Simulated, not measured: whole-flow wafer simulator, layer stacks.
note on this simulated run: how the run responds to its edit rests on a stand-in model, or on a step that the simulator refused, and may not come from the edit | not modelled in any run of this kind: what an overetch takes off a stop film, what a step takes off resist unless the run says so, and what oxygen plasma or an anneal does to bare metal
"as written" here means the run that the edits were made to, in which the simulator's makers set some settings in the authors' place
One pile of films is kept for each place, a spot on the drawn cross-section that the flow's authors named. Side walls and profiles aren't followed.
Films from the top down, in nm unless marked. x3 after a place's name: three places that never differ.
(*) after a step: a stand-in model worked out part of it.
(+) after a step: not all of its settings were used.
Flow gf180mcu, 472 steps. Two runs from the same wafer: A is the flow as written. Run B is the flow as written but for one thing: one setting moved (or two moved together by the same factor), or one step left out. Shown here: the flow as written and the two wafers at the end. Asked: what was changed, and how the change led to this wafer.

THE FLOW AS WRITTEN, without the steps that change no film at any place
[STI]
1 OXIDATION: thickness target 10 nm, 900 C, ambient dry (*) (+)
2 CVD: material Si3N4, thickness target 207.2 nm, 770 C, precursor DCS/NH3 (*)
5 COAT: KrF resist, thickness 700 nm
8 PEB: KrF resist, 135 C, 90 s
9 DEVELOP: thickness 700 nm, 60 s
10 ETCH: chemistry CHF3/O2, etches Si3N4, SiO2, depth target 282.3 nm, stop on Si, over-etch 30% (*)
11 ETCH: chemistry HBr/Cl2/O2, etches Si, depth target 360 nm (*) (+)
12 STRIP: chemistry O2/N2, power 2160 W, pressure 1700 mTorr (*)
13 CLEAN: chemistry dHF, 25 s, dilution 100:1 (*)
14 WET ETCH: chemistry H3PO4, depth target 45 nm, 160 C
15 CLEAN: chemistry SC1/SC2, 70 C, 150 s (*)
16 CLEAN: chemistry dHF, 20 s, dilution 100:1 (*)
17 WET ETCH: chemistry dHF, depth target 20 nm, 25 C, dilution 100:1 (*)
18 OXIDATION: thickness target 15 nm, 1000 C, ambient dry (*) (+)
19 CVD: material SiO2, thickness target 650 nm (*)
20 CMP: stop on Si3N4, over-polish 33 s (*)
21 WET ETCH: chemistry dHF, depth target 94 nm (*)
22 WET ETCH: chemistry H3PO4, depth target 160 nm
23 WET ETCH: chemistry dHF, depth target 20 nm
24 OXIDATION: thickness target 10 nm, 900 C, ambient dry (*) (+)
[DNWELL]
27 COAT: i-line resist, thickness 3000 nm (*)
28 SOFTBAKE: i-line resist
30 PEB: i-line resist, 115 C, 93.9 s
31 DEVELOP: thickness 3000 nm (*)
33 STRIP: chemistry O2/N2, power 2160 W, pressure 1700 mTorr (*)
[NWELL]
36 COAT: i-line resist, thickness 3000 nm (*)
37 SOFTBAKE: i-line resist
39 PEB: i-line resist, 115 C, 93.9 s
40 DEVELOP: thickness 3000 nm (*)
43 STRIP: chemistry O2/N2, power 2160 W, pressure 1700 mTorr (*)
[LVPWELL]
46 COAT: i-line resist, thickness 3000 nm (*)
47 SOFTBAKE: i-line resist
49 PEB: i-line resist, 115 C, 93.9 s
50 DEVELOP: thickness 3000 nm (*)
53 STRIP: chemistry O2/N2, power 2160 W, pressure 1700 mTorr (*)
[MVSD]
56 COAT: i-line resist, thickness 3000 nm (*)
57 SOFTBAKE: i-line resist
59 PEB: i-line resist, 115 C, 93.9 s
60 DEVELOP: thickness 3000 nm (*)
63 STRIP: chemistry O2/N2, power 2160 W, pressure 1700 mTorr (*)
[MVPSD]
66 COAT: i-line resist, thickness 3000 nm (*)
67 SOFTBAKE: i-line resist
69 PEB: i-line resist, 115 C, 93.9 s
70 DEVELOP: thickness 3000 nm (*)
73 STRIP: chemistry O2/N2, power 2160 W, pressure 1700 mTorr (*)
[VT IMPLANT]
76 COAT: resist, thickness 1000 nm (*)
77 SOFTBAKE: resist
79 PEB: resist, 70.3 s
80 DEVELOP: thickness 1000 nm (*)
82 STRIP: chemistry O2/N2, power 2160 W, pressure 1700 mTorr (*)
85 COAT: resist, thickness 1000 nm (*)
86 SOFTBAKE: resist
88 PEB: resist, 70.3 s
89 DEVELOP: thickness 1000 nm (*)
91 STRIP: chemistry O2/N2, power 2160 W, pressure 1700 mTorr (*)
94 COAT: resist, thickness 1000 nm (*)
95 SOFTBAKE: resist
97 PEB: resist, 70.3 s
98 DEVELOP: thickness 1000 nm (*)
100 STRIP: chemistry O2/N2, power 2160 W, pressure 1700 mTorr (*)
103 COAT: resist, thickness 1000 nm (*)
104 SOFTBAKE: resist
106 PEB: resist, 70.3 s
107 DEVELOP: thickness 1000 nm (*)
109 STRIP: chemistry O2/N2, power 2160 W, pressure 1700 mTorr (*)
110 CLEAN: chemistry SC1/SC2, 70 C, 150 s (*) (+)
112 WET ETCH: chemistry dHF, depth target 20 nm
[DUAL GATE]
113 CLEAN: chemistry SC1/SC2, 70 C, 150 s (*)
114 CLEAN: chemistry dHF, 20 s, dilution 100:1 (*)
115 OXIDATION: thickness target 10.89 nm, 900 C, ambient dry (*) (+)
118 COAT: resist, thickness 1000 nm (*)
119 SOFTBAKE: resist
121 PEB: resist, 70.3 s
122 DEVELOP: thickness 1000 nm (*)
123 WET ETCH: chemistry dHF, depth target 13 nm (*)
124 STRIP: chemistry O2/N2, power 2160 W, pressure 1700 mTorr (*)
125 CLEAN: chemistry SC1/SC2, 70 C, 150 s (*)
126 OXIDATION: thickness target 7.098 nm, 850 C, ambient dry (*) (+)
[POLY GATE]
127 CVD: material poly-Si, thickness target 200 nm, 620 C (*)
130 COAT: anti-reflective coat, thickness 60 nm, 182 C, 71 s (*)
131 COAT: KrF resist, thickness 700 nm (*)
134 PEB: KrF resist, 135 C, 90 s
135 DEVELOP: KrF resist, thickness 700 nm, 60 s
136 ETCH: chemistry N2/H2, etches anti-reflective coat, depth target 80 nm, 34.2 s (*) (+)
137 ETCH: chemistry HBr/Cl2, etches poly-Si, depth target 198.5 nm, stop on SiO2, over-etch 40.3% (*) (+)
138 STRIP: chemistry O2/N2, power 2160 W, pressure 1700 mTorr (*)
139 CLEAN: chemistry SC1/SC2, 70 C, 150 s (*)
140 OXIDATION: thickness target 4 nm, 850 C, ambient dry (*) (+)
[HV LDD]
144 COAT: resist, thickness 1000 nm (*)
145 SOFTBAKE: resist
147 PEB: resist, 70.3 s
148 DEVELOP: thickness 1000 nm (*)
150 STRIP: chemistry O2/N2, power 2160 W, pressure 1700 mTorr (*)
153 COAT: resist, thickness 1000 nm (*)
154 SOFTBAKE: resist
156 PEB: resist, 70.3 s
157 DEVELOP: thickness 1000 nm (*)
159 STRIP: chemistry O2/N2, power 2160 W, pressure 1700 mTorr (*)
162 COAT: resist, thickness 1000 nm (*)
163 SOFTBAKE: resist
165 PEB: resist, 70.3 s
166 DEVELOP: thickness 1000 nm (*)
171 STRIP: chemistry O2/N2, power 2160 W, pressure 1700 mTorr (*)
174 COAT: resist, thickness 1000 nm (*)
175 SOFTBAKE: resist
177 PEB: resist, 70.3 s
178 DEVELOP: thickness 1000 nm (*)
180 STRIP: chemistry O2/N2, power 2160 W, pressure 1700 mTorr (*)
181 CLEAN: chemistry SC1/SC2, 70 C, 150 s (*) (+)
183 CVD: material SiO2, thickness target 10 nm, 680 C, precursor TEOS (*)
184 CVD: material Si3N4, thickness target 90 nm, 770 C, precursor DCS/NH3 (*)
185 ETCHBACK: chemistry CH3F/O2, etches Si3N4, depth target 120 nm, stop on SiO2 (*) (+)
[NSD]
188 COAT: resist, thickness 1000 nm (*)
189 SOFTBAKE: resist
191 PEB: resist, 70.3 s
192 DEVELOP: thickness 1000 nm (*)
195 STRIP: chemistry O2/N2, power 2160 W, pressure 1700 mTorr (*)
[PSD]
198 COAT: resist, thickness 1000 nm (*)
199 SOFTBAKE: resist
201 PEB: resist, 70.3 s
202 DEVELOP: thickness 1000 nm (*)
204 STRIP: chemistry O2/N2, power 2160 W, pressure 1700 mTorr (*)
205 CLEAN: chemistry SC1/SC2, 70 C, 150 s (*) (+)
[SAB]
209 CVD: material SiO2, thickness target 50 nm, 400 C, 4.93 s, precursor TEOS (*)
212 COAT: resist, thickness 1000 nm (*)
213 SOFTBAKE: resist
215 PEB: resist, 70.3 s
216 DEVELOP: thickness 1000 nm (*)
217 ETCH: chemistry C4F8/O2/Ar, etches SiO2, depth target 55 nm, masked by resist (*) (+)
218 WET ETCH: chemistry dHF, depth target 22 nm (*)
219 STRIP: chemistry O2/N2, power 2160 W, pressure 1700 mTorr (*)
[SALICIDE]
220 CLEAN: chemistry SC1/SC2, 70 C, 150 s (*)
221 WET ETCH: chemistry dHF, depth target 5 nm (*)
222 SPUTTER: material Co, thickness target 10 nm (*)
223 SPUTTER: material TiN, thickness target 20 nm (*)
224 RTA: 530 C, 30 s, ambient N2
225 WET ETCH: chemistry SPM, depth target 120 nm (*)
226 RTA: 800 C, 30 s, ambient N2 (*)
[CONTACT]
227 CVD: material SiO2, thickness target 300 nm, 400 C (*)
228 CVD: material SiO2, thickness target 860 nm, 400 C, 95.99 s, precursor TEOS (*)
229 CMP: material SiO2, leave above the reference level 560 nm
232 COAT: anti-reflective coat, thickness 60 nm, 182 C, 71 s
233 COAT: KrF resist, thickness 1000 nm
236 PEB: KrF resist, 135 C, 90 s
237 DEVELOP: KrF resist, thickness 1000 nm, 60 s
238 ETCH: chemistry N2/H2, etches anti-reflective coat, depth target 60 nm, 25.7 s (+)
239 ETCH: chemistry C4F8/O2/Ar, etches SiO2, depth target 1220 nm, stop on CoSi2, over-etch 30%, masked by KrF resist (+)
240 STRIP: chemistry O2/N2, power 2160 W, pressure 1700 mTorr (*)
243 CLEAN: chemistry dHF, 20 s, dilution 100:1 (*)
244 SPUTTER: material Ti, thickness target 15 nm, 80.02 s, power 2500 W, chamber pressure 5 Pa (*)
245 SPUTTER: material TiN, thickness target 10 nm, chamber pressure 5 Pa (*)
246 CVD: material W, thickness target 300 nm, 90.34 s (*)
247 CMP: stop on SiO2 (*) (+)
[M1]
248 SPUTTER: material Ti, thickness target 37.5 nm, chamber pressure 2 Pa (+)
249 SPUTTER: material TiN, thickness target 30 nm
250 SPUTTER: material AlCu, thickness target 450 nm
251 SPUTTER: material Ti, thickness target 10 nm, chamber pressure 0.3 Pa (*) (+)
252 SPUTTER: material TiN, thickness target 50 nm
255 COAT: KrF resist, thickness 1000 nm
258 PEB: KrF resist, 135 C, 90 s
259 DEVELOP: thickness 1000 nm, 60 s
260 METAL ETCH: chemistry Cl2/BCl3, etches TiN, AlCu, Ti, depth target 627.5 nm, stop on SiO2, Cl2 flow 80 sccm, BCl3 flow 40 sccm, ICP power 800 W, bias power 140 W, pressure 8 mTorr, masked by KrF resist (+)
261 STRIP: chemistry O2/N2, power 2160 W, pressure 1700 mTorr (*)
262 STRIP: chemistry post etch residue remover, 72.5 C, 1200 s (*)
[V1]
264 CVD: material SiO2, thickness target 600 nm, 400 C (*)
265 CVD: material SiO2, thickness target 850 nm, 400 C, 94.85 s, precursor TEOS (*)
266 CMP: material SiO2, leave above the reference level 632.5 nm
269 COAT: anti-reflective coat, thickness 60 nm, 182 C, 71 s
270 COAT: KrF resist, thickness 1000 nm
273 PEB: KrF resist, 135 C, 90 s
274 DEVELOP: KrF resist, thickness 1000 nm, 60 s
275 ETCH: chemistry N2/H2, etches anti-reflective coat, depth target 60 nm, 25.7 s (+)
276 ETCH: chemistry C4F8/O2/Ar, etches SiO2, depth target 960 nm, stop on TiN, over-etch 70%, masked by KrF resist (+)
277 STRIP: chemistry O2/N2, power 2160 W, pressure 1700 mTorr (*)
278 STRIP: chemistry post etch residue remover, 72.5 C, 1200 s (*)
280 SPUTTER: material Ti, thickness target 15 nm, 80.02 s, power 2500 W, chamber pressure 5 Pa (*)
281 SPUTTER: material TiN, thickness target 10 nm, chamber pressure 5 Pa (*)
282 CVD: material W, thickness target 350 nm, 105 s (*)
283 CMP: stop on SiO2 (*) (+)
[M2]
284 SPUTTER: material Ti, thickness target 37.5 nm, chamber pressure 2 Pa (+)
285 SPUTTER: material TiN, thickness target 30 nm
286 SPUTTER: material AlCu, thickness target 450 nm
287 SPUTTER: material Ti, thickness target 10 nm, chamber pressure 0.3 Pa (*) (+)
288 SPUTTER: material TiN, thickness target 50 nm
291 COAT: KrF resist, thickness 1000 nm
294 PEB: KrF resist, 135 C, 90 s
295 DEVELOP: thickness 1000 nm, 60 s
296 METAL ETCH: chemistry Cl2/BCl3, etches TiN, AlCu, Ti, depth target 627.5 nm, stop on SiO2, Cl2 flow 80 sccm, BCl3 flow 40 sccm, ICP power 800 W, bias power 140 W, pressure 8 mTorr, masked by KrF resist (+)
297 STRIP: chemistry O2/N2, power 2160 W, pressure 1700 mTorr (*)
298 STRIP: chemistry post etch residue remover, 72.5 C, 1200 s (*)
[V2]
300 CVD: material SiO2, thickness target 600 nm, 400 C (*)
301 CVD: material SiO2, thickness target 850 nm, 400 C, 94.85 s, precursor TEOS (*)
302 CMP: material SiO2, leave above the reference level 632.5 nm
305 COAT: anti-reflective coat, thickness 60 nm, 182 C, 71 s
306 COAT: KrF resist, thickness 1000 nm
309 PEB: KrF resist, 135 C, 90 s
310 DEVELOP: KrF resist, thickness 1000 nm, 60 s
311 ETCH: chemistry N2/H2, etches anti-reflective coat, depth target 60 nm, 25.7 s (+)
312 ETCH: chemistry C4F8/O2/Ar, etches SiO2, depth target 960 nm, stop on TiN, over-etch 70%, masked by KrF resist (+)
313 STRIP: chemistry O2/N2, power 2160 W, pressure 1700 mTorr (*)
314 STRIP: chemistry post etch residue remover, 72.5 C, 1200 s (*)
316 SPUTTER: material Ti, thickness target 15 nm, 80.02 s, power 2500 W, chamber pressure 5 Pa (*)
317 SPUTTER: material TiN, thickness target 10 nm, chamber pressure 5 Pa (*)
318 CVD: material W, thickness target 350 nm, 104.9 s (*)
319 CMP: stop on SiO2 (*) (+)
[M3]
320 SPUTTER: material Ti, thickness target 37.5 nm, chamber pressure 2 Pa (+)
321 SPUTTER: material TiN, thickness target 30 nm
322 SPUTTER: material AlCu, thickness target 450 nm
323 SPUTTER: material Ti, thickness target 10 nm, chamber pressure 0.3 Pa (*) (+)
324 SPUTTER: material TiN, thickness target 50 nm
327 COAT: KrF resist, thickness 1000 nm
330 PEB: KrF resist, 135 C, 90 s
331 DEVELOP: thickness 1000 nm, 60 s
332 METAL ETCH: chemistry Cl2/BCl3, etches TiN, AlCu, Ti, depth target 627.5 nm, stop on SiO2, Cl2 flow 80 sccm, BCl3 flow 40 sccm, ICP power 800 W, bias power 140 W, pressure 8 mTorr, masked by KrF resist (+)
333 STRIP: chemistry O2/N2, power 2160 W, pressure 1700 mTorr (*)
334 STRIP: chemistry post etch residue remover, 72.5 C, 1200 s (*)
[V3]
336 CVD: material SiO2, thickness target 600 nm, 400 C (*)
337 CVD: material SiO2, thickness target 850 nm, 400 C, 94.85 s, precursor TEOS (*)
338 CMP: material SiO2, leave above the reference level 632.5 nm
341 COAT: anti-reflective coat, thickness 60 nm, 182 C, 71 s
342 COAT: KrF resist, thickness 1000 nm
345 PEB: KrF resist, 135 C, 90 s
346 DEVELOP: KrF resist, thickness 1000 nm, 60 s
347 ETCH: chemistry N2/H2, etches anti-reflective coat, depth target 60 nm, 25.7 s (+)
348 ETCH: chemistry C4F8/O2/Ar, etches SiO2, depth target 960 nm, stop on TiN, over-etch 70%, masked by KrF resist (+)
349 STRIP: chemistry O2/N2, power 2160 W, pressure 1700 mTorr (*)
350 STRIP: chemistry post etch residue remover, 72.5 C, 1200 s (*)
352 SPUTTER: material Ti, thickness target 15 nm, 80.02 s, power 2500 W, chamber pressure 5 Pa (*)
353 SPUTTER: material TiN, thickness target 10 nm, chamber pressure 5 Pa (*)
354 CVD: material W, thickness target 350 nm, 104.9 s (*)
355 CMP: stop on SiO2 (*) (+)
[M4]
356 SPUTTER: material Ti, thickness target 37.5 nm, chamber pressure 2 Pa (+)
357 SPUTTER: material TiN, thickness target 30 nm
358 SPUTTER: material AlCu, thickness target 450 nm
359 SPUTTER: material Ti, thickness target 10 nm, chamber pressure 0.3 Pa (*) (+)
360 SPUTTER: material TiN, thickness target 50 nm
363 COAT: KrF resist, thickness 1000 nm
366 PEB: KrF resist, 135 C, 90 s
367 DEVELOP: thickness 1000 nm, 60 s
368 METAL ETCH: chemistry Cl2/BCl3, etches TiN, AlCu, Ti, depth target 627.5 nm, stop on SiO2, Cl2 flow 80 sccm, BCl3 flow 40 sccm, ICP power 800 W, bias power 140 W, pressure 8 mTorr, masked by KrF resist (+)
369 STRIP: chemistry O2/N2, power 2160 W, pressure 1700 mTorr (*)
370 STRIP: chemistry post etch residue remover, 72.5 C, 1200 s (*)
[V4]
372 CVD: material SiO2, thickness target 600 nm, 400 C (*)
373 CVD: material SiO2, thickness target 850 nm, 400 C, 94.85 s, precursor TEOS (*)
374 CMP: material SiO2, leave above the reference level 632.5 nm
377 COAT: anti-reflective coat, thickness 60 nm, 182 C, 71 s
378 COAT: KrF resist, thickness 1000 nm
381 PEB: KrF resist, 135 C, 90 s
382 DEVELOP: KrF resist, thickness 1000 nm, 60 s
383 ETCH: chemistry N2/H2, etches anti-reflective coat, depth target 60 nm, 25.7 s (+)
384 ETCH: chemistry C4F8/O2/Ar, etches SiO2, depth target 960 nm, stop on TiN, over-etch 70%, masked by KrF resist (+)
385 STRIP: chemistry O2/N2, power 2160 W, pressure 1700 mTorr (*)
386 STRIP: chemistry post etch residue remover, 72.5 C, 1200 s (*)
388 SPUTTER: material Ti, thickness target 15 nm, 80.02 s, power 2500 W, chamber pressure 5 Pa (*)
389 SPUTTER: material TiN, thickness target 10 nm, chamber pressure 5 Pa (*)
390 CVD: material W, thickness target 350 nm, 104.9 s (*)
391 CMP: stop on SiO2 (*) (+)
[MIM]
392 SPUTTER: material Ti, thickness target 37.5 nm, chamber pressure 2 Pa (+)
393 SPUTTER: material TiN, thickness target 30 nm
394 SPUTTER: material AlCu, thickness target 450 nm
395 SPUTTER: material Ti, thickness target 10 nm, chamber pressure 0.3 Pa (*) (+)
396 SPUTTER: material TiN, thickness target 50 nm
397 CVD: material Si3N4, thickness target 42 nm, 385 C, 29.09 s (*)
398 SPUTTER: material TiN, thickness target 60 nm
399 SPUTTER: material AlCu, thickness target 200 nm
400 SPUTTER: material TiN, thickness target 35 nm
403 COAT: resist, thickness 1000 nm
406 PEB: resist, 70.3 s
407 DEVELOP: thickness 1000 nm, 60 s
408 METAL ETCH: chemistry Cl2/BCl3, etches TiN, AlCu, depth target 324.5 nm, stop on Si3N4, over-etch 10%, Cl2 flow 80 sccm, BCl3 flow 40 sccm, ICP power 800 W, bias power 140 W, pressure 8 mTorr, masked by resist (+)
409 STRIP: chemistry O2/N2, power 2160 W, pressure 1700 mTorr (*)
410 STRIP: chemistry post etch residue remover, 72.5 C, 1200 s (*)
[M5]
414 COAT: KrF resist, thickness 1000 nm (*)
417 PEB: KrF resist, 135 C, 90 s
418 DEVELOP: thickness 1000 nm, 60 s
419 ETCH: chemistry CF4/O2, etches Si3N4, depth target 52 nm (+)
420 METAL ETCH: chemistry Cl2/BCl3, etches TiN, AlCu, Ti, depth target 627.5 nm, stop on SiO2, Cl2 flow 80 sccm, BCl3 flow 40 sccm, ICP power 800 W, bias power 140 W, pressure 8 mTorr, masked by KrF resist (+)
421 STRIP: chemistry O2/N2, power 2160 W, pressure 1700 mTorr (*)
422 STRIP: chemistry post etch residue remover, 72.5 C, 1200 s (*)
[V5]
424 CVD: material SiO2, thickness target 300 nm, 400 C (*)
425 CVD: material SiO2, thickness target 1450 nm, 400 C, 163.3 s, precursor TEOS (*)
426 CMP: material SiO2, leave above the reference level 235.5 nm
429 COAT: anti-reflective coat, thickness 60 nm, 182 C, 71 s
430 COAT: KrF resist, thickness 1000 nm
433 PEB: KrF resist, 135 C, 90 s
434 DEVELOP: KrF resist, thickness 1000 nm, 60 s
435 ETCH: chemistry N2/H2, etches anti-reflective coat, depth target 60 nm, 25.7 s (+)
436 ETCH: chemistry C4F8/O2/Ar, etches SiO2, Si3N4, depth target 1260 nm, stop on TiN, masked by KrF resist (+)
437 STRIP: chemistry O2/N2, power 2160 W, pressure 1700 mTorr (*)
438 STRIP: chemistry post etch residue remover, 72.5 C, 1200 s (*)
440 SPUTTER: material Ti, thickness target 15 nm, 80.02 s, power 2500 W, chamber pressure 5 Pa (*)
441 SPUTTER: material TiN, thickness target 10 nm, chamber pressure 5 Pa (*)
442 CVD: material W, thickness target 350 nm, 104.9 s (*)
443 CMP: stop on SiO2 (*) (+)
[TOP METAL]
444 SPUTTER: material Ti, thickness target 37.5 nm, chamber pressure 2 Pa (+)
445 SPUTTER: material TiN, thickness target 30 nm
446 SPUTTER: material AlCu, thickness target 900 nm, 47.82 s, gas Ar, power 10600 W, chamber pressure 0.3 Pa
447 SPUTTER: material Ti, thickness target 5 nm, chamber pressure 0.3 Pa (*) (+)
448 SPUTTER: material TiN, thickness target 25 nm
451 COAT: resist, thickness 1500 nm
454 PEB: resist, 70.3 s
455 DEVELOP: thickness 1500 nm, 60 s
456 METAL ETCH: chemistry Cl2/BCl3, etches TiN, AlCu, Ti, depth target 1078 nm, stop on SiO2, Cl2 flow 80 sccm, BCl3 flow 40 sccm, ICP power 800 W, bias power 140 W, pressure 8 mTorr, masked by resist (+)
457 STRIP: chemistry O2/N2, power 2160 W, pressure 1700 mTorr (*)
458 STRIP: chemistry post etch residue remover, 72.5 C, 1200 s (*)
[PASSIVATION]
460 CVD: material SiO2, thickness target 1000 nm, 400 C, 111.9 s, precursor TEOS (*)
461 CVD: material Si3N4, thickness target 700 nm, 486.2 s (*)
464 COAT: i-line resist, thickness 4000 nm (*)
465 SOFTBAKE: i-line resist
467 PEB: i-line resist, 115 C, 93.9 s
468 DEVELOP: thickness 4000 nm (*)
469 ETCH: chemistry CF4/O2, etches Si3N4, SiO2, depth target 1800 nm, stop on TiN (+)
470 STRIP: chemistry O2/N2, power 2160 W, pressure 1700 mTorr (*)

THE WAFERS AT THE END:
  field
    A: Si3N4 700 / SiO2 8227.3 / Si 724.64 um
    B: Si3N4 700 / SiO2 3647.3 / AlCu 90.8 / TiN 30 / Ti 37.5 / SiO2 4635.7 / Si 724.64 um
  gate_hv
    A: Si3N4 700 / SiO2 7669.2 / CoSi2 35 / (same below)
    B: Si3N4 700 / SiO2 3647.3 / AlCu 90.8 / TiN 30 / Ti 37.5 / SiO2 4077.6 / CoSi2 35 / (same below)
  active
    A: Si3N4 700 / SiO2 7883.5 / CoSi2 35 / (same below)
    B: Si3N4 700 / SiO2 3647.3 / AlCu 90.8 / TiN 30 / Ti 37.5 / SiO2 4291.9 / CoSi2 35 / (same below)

The cause: step 358, SPUTTER: thickness target 664 nm was run, where the flow has thickness target 450 nm.

How the change led to this, step by step:
  358 SPUTTER: material AlCu, thickness target 450 nm
      field, field__w1, field__w2 and 108 more: A AlCu +450 (new film) | B AlCu +664 (new film)
  368 METAL ETCH: chemistry Cl2/BCl3, etches TiN, AlCu, Ti, depth target 627.5 nm, stop on SiO2, Cl2 flow 80 sccm, BCl3 flow 40 sccm, ICP power 800 W, bias power 140 W, pressure 8 mTorr, masked by KrF resist (+)
      field, field__w1, field__w2 and 103 more: A TiN -50 (all of it), Ti -10 (all of it), AlCu -450 (all of it), TiN -30 (all of it), Ti -37.5 (all of it) | B TiN -50 (all of it), Ti -10 (all of it), AlCu -567.5
  370 STRIP: chemistry post etch residue remover, 72.5 C, 1200 s (*)
      field, field__w1, field__w2 and 103 more: A nothing | B AlCu -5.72
  372 CVD: material SiO2, thickness target 600 nm, 400 C (*)
      field, field__w1, field__w2 and 103 more: A SiO2 +600 | B SiO2 +600 (new film)
  374 CMP: material SiO2, leave above the reference level 632.5 nm
      field, field__w1, field__w2 and 103 more: A SiO2 -300 | B SiO2 -244.3
Counting metal films that touch as one body, field has 1 body; the flow as written gives 0 bodies.
Counting metal films that touch as one body, gate_hv has 2 bodies (between them, from the top down: SiO2 4077.6); the flow as written gives 1 body.
Counting metal films that touch as one body, active has 2 bodies (between them, from the top down: SiO2 4291.9); the flow as written gives 1 body.
